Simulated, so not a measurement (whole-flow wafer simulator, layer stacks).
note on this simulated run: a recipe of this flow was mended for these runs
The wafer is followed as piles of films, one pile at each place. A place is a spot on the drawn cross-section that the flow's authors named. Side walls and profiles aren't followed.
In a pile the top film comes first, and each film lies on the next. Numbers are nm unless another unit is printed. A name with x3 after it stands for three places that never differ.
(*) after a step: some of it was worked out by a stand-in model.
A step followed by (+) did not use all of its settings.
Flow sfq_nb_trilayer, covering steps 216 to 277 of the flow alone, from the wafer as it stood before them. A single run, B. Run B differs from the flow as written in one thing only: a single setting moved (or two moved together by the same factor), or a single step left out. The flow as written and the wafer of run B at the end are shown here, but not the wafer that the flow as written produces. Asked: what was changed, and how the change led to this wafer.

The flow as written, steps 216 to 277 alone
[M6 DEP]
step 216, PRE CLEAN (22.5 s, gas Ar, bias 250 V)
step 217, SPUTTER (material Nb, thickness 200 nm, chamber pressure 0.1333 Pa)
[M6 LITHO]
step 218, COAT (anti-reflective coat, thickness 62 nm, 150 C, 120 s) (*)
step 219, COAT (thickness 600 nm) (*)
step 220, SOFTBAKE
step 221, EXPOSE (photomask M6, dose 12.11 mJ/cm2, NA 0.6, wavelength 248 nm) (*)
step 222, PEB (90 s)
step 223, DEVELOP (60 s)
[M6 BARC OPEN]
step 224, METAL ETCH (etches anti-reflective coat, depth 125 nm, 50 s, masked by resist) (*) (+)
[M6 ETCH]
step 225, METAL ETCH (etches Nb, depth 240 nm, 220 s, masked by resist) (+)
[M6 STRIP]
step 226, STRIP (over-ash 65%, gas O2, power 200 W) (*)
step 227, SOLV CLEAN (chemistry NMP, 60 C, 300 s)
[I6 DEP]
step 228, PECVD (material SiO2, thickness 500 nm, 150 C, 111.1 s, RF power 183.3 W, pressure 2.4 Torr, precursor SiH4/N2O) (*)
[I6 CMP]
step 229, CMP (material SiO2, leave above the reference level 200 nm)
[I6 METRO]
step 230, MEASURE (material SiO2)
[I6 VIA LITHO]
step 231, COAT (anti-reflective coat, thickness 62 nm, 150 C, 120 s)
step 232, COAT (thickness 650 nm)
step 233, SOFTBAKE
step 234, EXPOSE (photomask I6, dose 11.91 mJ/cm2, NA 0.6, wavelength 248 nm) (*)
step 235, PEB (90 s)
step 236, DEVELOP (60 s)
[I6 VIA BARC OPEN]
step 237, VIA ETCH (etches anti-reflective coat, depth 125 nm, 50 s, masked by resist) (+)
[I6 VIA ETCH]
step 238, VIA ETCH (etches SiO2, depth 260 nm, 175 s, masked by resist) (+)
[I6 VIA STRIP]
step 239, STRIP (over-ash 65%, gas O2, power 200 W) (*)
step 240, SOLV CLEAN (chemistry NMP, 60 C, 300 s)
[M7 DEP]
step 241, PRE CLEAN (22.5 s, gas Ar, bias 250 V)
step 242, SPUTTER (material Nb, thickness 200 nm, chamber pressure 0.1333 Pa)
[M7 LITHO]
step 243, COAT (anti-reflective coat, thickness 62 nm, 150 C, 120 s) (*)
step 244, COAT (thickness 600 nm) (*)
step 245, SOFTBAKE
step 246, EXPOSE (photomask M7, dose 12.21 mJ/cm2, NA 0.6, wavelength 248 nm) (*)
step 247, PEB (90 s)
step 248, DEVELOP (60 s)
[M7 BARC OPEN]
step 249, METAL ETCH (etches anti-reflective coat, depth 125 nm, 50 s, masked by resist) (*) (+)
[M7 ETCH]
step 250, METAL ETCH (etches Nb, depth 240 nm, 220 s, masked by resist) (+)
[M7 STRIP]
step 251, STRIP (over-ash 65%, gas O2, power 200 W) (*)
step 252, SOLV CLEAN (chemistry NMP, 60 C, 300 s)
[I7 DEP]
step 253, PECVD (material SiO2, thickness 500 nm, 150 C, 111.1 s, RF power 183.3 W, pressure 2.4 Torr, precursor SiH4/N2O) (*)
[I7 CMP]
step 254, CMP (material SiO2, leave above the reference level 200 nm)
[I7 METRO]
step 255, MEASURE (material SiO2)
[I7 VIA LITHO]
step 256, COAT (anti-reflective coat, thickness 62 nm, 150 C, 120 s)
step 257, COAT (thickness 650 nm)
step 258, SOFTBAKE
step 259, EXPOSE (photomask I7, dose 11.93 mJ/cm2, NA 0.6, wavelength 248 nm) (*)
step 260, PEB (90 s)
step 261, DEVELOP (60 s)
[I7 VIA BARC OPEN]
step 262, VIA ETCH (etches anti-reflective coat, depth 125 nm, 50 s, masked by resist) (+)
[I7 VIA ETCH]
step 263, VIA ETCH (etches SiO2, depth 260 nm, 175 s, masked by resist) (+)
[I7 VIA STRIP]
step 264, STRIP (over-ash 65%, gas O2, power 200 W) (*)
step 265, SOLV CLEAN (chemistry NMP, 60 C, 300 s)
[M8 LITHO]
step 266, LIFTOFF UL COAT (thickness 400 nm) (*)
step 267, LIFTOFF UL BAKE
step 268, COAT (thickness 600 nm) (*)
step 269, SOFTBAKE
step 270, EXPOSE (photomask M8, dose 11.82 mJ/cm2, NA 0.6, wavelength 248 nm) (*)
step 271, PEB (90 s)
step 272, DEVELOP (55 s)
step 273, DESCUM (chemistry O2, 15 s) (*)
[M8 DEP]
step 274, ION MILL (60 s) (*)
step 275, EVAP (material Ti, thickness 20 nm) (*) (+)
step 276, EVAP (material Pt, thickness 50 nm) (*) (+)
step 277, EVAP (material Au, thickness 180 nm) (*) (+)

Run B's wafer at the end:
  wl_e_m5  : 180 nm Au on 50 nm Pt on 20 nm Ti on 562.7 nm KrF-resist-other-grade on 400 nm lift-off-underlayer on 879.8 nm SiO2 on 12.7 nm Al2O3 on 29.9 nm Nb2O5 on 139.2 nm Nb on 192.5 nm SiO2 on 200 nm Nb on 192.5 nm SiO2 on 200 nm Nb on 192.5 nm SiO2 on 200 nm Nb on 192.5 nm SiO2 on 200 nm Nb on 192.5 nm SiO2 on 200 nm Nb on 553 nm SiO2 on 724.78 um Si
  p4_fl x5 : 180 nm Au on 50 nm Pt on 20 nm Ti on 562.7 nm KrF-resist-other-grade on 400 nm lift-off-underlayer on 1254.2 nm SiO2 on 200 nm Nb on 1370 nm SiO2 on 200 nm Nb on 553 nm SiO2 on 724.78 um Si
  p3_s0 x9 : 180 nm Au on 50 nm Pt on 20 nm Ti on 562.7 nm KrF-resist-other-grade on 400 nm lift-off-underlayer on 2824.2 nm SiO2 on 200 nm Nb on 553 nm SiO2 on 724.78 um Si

What caused this: step 217, SPUTTER: thickness 80 nm was run, whereas the flow has thickness 200 nm.

The path from the change to this, step by step:
  step 217, SPUTTER (material Nb, thickness 200 nm, chamber pressure 0.1333 Pa)
      field_l, v_sur, via_wl and 100 more: Nb gains 80 (new film) (in the flow as written it would be: Nb gains 200 (new film))
      be: Nb gains 58.8 (in the flow as written it would be: Nb gains 145.8)
      (and at 2 other places as well)
  step 218, COAT (anti-reflective coat, thickness 62 nm, 150 C, 120 s) (*)
      r5r_line_l, r5r_line_c, r5r_line_r: anti-reflective coat gains 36 (new film) (in the flow as written it would be: anti-reflective coat gains 37.1 (new film))
      wire: anti-reflective coat gains 32.1 (new film) (in the flow as written it would be: anti-reflective coat gains 33.4 (new film))
      (and at 6 other places as well)
  step 219, COAT (thickness 600 nm) (*)
      be: KrF-resist-other-grade gains 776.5 (new film) (in the flow as written it would be: KrF-resist-other-grade gains 795.2 (new film))
  step 224, METAL ETCH (etches anti-reflective coat, depth 125 nm, 50 s, masked by resist) (*) (+)
      r5r_line_l, r5r_line_c, r5r_line_r: anti-reflective coat loses 36 (all of it) (in the flow as written it would be: anti-reflective coat loses 37.1 (all of it))
      gap: anti-reflective coat loses 59.8 (all of it) (in the flow as written it would be: anti-reflective coat loses 61.1 (all of it))
  step 225, METAL ETCH (etches Nb, depth 240 nm, 220 s, masked by resist) (+)
      field_l, gap, moat and 76 more: Nb loses 80 (all of it), SiO2 loses 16 (in the flow as written it would be: Nb loses 200 (all of it), SiO2 loses 4)
  step 226, STRIP (over-ash 65%, gas O2, power 200 W) (*)
      wire: KrF-resist-other-grade loses 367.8 (all of it), anti-reflective coat loses 32.1 (all of it) (in the flow as written it would be: KrF-resist-other-grade loses 363.9 (all of it), anti-reflective coat loses 33.4 (all of it))
      be: KrF-resist-other-grade loses 540.6 (all of it), anti-reflective coat loses 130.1 (all of it) (in the flow as written it would be: KrF-resist-other-grade loses 559.4 (all of it), anti-reflective coat loses 139.6 (all of it))
      (and at 4 other places as well)
  step 228, PECVD (material SiO2, thickness 500 nm, 150 C, 111.1 s, RF power 183.3 W, pressure 2.4 Torr, precursor SiH4/N2O) (*)
      gap, wl_a_sl, m6r_space_l x2: SiO2 gains 500 (in the flow as written it would be: SiO2 gains 561.1)
      be: SiO2 gains 654.8 (new film) (in the flow as written it would be: SiO2 gains 702 (new film))
  step 229, CMP (material SiO2, leave above the reference level 200 nm)
      field_l, p4_fl x5, p4_w1 x9 and 47 more: SiO2 loses 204 (in the flow as written it would be: SiO2 loses 96)
      moat, field_r, lsp_l, ln_m5, lsp_m: SiO2 loses 204 (in the flow as written it would be: SiO2 loses 89.5)
      (and at 13 other places as well)
